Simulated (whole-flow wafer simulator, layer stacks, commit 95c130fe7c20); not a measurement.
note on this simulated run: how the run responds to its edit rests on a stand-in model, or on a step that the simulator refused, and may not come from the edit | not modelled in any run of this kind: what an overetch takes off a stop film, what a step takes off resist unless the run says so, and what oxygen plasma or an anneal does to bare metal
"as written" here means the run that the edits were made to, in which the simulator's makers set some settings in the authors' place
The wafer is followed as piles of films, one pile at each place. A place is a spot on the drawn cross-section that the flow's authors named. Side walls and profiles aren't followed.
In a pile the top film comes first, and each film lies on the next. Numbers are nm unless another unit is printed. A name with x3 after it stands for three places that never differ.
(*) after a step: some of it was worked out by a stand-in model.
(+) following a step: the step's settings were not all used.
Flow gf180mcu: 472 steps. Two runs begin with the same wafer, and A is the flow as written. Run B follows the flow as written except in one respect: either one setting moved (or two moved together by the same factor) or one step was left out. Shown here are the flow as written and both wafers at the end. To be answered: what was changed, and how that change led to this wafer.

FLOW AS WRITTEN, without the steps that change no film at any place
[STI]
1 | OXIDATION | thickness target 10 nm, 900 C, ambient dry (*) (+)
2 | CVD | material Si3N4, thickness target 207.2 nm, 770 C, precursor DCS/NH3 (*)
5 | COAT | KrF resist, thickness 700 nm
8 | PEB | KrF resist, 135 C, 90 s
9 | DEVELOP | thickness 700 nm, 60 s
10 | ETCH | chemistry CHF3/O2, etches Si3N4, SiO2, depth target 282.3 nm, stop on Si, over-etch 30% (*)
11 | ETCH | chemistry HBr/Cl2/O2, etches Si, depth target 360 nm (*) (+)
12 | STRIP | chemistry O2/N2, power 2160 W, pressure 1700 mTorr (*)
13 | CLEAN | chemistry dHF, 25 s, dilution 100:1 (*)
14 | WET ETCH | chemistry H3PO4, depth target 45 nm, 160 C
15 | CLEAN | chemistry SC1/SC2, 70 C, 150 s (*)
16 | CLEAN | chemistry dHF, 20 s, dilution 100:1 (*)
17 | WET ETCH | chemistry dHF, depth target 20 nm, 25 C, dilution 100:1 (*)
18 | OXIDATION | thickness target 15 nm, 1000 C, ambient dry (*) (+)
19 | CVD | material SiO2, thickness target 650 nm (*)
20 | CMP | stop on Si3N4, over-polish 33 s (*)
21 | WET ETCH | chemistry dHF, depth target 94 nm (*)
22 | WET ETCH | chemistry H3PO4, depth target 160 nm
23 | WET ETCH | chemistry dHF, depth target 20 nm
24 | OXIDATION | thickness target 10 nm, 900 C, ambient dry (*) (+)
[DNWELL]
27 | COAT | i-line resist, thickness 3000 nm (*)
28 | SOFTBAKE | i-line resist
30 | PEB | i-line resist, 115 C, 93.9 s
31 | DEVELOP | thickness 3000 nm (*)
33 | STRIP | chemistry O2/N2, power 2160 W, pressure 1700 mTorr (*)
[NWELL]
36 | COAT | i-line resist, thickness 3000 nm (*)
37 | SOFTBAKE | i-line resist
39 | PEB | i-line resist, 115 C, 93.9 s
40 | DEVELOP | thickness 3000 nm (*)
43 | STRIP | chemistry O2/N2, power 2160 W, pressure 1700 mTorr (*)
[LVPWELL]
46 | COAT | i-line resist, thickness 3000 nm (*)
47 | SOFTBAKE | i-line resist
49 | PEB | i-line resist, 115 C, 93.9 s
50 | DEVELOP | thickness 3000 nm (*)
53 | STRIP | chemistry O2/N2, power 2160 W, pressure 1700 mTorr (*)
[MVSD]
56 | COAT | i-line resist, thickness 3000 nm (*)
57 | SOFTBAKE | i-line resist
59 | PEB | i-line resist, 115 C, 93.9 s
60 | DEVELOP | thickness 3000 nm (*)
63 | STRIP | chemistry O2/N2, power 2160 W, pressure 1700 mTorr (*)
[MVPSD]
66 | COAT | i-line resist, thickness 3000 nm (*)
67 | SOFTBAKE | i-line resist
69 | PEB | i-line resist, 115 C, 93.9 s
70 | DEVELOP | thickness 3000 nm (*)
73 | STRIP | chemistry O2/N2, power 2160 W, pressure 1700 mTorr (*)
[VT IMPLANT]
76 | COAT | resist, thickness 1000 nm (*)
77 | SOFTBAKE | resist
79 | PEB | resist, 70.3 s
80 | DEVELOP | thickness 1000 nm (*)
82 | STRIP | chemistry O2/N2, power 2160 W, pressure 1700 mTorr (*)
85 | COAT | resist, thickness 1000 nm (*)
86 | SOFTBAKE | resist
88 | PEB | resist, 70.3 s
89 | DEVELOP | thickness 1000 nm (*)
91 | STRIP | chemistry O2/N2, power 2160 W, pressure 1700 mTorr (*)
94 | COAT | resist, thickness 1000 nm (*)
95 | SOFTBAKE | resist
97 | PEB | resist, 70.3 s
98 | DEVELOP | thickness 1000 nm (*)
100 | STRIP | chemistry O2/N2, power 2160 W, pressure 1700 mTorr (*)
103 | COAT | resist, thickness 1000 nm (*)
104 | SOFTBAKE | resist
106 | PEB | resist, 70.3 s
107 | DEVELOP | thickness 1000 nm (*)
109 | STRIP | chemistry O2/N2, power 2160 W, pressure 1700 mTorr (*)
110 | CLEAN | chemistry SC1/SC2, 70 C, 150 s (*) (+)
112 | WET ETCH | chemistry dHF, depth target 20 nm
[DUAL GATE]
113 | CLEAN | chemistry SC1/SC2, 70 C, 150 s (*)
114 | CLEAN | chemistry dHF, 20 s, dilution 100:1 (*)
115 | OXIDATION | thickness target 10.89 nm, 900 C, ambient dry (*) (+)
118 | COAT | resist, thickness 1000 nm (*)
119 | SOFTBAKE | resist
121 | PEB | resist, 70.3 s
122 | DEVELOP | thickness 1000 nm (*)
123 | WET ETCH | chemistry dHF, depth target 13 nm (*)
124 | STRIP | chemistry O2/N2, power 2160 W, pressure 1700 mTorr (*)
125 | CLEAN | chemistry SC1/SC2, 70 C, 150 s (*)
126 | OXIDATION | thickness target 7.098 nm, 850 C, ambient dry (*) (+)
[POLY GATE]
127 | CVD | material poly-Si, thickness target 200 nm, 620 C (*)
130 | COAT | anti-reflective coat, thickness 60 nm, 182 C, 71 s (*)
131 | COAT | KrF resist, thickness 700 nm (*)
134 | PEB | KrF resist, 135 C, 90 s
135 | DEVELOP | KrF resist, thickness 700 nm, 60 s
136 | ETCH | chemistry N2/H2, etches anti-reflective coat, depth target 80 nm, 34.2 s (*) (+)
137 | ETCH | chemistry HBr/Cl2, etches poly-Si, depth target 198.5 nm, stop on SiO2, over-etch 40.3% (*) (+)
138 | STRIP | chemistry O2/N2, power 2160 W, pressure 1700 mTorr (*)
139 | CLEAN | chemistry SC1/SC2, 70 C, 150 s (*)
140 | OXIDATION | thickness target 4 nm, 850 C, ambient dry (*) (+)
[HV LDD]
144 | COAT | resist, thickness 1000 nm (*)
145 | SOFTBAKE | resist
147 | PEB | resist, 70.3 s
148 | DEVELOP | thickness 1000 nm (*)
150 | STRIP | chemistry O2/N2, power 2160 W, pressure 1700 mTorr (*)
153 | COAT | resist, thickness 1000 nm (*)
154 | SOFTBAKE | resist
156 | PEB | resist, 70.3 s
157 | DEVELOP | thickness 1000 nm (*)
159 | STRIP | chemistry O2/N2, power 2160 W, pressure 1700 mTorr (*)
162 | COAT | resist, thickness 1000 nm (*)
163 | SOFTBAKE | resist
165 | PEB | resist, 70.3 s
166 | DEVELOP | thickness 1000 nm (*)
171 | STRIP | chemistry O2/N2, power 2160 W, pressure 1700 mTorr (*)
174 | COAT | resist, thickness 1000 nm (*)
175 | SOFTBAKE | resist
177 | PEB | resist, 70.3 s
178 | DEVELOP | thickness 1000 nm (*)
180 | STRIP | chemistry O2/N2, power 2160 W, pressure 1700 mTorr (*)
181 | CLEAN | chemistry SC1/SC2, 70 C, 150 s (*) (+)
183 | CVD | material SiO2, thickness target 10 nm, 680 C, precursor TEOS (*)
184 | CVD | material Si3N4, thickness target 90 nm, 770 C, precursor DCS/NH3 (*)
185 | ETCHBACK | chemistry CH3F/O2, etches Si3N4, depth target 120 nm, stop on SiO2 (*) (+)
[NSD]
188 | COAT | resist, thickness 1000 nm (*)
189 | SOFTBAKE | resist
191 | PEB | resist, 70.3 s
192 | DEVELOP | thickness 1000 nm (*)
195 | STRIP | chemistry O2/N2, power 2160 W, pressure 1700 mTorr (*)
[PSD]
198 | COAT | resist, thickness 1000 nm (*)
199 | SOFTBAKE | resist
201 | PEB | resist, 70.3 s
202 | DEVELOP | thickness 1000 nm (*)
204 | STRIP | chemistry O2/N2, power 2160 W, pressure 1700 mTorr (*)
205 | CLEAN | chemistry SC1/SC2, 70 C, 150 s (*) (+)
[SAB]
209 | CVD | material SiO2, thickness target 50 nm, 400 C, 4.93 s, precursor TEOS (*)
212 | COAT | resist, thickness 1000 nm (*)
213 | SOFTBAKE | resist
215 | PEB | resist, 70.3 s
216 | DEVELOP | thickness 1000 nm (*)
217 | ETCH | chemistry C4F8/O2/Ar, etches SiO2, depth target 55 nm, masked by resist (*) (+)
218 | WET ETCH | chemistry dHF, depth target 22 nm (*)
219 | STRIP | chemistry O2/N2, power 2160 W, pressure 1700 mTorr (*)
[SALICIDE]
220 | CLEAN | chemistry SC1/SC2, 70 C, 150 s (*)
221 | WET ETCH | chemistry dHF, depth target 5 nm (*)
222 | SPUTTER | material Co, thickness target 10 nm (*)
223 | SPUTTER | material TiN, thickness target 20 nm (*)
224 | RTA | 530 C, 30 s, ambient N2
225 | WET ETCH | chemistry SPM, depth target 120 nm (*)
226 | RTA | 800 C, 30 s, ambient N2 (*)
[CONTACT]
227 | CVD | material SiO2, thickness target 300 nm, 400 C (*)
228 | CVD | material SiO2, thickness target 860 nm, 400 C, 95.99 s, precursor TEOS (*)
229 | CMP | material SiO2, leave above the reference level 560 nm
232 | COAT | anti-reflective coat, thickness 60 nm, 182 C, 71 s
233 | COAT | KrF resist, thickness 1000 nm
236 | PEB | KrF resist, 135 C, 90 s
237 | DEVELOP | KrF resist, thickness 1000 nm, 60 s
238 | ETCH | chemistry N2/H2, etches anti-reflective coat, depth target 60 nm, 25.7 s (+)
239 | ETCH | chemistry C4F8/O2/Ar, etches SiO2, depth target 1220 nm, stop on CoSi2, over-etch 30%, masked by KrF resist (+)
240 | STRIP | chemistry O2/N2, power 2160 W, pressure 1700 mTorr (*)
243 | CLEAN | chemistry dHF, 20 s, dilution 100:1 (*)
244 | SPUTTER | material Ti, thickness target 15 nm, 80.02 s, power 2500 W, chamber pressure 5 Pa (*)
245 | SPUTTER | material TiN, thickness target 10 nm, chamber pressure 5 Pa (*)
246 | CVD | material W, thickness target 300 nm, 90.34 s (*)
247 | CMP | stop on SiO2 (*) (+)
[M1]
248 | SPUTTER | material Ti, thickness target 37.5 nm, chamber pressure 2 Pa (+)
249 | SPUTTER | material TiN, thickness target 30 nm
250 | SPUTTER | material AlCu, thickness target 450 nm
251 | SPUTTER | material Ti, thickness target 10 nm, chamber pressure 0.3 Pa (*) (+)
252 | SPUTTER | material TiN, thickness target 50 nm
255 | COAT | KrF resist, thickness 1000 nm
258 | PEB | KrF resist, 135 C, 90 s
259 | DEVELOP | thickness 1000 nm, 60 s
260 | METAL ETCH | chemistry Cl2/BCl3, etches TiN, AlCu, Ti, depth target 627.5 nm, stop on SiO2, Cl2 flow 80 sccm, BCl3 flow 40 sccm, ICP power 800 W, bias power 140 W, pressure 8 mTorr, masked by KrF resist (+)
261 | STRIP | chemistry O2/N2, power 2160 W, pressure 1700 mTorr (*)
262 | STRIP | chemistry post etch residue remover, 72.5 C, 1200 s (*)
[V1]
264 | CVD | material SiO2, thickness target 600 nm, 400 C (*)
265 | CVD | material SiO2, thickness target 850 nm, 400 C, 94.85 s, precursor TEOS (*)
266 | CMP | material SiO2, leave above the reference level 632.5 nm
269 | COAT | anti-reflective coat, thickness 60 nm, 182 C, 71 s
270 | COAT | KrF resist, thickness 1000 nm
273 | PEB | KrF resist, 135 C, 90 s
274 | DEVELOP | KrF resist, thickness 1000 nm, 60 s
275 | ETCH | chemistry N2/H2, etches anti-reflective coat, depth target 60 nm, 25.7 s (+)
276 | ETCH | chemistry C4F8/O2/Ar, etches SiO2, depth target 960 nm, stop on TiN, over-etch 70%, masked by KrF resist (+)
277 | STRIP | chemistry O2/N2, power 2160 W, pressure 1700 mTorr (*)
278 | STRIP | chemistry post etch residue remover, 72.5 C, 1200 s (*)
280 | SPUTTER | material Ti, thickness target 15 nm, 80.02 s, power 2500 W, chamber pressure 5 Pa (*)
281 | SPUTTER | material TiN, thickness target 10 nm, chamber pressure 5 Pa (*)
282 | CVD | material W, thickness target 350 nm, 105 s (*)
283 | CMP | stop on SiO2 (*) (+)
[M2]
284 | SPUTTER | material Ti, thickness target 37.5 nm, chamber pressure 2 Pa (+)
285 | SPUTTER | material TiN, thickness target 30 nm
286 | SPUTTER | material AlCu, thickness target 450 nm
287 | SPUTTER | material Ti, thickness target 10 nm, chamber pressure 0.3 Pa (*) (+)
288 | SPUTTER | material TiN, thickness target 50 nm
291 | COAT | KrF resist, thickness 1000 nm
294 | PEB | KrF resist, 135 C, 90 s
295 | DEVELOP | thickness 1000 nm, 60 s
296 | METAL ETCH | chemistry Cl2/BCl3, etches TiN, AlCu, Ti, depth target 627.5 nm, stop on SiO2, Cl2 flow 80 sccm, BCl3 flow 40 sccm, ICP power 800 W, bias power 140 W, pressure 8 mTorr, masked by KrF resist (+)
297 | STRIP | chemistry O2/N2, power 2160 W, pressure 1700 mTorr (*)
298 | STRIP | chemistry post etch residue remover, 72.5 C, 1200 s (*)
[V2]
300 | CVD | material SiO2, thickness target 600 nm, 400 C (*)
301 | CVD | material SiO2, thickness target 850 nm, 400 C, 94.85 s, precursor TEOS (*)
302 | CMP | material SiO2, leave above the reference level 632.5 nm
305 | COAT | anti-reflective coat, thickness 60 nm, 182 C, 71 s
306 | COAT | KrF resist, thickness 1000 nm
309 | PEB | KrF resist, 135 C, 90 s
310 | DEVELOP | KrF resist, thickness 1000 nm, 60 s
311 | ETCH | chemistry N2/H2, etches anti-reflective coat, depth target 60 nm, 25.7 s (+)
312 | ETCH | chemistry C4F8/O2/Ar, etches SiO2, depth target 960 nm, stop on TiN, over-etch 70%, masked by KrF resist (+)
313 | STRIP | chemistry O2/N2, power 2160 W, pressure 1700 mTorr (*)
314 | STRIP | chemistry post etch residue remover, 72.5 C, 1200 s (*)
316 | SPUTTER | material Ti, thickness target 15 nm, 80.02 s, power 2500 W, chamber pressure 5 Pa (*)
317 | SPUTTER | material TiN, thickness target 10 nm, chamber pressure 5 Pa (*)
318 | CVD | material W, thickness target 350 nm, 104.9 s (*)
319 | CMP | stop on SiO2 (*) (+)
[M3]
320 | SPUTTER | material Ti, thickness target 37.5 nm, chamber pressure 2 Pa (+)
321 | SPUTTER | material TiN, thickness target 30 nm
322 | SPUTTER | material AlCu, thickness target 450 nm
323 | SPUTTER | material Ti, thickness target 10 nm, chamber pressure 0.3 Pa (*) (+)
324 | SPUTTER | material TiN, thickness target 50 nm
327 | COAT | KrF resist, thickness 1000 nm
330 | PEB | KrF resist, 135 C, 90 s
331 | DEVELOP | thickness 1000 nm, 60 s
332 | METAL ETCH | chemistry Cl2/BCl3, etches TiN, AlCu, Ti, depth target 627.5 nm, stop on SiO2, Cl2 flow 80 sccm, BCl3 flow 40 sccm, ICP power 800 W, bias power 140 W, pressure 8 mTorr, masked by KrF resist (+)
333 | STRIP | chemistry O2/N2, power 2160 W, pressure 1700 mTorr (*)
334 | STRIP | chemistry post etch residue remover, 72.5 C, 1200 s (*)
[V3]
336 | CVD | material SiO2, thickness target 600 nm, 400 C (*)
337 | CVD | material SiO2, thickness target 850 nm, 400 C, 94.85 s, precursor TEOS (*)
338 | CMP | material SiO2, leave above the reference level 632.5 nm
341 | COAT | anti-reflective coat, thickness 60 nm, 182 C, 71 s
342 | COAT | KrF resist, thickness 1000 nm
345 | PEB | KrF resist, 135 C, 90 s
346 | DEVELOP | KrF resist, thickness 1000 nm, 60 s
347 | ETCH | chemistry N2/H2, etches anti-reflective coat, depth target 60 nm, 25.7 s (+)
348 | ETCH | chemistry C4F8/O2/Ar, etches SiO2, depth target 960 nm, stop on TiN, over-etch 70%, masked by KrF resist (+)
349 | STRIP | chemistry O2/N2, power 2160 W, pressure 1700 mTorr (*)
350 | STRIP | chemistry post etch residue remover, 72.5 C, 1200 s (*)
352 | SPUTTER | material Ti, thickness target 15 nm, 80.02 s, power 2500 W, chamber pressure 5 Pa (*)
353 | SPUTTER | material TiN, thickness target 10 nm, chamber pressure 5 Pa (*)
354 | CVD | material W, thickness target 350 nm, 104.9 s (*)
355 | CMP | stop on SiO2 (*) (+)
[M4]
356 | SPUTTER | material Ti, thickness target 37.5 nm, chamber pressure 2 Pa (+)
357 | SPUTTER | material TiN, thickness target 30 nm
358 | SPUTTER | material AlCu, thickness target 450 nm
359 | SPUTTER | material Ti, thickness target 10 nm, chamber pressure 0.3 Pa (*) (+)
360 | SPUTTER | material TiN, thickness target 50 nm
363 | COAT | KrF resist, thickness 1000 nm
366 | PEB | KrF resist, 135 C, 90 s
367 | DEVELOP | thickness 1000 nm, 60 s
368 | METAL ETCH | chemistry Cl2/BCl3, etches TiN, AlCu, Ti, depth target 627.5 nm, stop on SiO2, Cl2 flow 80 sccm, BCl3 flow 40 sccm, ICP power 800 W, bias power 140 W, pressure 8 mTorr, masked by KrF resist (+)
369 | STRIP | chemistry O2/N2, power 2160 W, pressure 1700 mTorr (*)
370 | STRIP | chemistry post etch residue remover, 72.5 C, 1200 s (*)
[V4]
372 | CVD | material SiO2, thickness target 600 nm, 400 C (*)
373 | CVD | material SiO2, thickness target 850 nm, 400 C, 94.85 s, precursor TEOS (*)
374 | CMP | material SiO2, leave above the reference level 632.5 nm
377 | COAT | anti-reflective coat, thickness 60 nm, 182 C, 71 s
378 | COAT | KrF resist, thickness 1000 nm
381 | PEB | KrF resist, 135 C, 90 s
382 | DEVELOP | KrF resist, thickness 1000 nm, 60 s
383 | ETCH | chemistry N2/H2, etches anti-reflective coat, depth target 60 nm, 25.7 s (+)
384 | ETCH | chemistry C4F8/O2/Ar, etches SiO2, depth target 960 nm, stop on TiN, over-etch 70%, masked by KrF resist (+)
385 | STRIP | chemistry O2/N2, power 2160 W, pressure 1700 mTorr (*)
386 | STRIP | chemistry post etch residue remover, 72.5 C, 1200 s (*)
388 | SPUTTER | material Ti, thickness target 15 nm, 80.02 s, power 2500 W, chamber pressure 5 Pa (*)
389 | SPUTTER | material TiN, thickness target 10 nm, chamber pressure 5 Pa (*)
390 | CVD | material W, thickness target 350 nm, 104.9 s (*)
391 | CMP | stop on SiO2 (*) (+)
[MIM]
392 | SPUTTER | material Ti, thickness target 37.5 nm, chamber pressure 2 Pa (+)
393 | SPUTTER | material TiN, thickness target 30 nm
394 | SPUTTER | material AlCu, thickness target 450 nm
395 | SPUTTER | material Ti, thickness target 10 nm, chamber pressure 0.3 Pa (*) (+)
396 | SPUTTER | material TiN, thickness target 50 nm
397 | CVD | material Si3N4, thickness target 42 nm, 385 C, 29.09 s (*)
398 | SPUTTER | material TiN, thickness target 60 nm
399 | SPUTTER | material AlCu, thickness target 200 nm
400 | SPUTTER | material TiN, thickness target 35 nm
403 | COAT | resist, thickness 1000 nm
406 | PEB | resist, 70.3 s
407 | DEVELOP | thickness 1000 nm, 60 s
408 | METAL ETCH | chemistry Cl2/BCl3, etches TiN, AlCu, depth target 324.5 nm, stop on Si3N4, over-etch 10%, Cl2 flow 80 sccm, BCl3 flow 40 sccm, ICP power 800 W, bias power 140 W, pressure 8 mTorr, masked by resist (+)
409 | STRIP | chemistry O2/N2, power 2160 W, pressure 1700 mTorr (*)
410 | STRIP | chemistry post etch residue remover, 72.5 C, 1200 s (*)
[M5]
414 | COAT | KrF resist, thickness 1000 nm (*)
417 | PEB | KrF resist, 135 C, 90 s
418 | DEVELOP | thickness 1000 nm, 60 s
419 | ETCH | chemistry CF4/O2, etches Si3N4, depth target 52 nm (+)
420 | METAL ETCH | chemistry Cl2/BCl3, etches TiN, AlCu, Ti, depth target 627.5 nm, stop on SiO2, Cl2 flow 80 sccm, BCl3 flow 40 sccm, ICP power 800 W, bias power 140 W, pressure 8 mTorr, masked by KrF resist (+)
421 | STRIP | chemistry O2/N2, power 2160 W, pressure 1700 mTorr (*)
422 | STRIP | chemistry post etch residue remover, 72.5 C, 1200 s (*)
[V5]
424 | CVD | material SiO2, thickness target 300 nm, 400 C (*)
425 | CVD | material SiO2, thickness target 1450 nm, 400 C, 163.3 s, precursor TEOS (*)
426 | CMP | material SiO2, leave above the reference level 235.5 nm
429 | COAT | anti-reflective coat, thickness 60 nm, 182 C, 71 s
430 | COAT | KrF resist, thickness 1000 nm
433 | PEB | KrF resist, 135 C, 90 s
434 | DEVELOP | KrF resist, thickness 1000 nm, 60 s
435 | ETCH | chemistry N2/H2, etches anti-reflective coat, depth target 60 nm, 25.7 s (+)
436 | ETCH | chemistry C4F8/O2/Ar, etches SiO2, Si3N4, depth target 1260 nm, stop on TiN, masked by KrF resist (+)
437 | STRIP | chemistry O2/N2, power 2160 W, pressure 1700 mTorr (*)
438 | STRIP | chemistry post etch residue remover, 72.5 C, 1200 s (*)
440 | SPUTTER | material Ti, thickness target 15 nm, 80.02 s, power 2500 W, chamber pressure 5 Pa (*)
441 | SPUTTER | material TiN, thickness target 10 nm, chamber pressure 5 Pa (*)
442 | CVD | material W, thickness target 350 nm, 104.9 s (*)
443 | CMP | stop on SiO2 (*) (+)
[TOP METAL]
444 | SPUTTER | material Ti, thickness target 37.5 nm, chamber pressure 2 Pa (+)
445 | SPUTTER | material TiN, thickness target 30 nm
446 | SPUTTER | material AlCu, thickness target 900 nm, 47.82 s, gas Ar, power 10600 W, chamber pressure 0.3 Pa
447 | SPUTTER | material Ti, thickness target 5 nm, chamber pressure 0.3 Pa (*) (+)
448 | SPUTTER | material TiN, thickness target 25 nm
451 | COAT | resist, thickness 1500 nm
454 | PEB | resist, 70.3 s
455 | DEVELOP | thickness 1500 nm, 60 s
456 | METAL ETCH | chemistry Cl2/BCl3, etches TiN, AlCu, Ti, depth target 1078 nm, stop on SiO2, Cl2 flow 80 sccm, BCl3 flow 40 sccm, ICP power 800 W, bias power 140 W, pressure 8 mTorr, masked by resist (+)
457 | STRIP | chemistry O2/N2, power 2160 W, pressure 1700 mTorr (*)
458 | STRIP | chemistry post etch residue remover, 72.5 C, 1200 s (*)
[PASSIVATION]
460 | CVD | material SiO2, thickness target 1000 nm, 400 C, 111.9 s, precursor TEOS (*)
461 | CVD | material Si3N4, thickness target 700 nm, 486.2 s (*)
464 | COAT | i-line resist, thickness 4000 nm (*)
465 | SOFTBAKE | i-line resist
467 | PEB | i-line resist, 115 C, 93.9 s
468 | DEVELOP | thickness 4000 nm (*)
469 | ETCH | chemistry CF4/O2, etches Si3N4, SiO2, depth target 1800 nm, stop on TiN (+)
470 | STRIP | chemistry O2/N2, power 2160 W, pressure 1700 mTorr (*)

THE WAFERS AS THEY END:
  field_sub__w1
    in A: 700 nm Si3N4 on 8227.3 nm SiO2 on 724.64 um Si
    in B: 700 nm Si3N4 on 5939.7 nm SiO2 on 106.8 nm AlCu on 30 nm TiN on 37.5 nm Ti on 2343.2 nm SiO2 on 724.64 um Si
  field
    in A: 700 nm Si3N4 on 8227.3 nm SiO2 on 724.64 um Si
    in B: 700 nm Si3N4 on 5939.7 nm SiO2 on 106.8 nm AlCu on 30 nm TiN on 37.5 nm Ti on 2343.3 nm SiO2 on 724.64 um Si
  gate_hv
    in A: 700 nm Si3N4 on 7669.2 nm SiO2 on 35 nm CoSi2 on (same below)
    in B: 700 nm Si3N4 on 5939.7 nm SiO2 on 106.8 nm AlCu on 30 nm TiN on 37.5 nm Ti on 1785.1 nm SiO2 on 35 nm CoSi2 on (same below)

Cause: step 286, SPUTTER: thickness target 680 nm was run, while the flow as written has thickness target 450 nm.

The path from the change to this, step by step:
  286 | SPUTTER | material AlCu, thickness target 450 nm
      field, field__w1, field__w2 and 108 more: A +450 AlCu (new film) | B +680 AlCu (new film)
  296 | METAL ETCH | chemistry Cl2/BCl3, etches TiN, AlCu, Ti, depth target 627.5 nm, stop on SiO2, Cl2 flow 80 sccm, BCl3 flow 40 sccm, ICP power 800 W, bias power 140 W, pressure 8 mTorr, masked by KrF resist (+)
      field, field__w1, field__w2 and 103 more: A -50 TiN (all of it), -10 Ti (all of it), -450 AlCu (all of it), -30 TiN (all of it), -37.5 Ti (all of it) | B -50 TiN (all of it), -10 Ti (all of it), -567.5 AlCu
  298 | STRIP | chemistry post etch residue remover, 72.5 C, 1200 s (*)
      field, field__w1, field__w2 and 103 more: A nothing | B -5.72 AlCu
  300 | CVD | material SiO2, thickness target 600 nm, 400 C (*)
      field, field__w1, field__w2 and 103 more: A +600 SiO2 | B +600 SiO2 (new film)
  302 | CMP | material SiO2, leave above the reference level 632.5 nm
      field, field__w1, field__w2 and 103 more: A -300 SiO2 | B -244.3 SiO2
With metal films that touch counted as one body, field_sub__w1 has 1 body; the flow as written gives 0 bodies.
With metal films that touch counted as one body, field has 1 body; the flow as written gives 0 bodies.
With metal films that touch counted as one body, gate_hv has 2 bodies (between them, from the top down: SiO2 1785.1); the flow as written gives 1 body.
